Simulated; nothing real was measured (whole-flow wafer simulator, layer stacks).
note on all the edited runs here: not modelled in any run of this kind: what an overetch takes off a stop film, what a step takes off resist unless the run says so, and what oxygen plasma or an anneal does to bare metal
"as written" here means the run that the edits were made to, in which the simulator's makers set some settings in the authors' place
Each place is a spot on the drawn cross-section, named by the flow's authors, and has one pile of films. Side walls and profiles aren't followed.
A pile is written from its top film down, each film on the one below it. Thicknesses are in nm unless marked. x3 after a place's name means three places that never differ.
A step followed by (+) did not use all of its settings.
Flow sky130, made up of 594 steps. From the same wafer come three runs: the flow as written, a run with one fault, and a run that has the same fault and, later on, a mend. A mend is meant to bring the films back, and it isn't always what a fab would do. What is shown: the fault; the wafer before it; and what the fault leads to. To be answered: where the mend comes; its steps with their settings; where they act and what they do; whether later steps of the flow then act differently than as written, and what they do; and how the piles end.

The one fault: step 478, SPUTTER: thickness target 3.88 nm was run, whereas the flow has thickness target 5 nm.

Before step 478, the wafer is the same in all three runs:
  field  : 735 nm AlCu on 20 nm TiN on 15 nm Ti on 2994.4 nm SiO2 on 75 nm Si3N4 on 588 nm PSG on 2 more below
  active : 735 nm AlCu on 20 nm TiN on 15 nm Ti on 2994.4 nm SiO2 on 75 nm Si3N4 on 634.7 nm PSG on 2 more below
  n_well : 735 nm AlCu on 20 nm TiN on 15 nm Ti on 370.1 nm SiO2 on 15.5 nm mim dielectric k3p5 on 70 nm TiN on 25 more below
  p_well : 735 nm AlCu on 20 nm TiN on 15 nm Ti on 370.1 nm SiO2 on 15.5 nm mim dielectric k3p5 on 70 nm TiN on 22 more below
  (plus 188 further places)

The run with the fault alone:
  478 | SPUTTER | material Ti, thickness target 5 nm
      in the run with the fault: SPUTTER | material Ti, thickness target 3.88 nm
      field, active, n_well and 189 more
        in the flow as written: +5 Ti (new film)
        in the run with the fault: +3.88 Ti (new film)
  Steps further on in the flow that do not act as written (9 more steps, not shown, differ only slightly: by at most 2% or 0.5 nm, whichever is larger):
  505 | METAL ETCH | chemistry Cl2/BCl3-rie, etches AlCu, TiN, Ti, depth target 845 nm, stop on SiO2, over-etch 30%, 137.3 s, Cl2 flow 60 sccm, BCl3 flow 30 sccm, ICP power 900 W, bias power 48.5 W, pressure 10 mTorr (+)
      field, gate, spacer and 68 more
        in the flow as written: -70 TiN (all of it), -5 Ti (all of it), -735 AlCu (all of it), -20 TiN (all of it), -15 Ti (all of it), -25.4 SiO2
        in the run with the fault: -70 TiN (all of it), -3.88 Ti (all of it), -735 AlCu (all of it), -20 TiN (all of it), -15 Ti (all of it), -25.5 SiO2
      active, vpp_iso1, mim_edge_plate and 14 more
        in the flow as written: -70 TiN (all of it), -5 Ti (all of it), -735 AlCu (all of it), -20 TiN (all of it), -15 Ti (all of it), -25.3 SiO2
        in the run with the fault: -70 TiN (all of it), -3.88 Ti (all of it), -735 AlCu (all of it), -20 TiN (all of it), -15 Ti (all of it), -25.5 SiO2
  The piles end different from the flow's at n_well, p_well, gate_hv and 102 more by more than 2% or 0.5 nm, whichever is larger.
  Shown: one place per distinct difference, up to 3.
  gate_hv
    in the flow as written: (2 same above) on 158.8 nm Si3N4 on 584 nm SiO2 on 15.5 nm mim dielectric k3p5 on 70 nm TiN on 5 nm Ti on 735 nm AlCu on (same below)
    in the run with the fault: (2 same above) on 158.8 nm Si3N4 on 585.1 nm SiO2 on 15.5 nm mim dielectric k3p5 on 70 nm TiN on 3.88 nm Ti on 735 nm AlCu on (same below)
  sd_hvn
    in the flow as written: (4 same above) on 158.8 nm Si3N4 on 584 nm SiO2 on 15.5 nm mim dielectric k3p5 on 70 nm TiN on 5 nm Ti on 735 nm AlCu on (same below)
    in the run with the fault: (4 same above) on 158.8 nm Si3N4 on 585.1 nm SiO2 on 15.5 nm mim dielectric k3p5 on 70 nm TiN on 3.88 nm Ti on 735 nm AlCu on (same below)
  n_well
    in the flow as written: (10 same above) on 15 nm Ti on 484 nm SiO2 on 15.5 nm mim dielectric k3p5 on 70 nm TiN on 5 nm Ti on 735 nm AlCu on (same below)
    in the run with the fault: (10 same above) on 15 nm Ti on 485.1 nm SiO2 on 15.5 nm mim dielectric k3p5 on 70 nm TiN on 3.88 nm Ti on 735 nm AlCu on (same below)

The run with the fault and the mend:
  The mend stands after step 478.
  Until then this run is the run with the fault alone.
  478a | SPUTTER | material Ti, thickness target 1.12 nm (the flow's step 478, run once more with other settings)
      field, active, n_well and 189 more
        +1.12 Ti
  Every later step of the flow that is run acts as written at every place that is followed.
  The piles end the same as the flow's at every place that both follow.
